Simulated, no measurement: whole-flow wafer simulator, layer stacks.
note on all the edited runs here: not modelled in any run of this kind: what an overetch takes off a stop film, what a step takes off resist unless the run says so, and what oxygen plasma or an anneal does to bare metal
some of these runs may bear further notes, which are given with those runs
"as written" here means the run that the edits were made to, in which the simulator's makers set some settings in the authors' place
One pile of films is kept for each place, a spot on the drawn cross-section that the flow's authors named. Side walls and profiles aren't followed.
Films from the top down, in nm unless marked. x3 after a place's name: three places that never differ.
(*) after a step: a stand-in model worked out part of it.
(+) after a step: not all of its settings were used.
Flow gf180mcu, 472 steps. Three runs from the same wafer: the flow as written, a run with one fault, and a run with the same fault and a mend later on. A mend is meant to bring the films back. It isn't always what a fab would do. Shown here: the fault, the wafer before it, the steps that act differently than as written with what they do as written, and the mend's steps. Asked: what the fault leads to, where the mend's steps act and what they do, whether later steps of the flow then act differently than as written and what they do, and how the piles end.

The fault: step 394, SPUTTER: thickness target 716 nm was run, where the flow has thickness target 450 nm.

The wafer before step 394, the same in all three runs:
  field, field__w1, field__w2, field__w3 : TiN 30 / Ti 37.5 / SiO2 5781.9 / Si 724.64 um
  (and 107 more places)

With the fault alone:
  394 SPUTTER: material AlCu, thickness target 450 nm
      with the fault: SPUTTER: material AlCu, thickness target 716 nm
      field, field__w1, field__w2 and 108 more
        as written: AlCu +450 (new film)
        with the fault: AlCu +716 (new film)
  Later steps of the flow that act differently than as written (1 more step differs only slightly, by at most 2% or 0.5 nm, whichever is larger, and isn't shown):
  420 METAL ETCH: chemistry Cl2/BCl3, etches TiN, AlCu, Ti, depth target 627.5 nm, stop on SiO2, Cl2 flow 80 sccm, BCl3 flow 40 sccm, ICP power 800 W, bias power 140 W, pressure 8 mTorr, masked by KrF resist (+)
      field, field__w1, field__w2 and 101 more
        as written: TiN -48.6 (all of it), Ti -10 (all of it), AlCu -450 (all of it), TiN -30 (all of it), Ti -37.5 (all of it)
        with the fault: TiN -48.6 (all of it), Ti -10 (all of it), AlCu -568.9
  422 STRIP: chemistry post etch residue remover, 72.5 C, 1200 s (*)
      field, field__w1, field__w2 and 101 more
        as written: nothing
        with the fault: AlCu -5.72
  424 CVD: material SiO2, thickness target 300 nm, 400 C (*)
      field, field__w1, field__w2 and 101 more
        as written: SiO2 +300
        with the fault: SiO2 +300 (new film)
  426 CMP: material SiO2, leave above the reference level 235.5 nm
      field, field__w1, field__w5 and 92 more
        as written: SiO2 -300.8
        with the fault: SiO2 -243.7
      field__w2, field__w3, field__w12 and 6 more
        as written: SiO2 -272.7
        with the fault: SiO2 -212.9
  At the end the piles differ from the flow's by more than 2% or 0.5 nm, whichever is larger, at field, field__w1, field__w2 and 109 more.
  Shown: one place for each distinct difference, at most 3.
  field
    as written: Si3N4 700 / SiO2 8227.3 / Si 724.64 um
    with the fault: Si3N4 700 / SiO2 2502.5 / AlCu 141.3 / TiN 30 / Ti 37.5 / SiO2 5781.9 / Si 724.64 um
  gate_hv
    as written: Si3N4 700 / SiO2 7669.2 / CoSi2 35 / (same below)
    with the fault: Si3N4 700 / SiO2 2502.5 / AlCu 141.3 / TiN 30 / Ti 37.5 / SiO2 5223.8 / CoSi2 35 / (same below)
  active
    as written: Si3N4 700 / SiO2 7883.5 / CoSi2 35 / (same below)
    with the fault: Si3N4 700 / SiO2 2502.5 / AlCu 141.3 / TiN 30 / Ti 37.5 / SiO2 5438.1 / CoSi2 35 / (same below)

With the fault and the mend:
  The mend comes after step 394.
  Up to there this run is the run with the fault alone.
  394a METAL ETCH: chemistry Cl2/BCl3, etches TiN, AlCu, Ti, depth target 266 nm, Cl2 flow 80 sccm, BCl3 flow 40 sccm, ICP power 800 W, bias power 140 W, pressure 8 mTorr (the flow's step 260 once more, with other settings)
      field, field__w1, field__w2 and 108 more
        AlCu -266
  No later step of the flow acts differently than as written at any place that is followed.
  At the end the piles are the same as the flow's at every place that both follow.
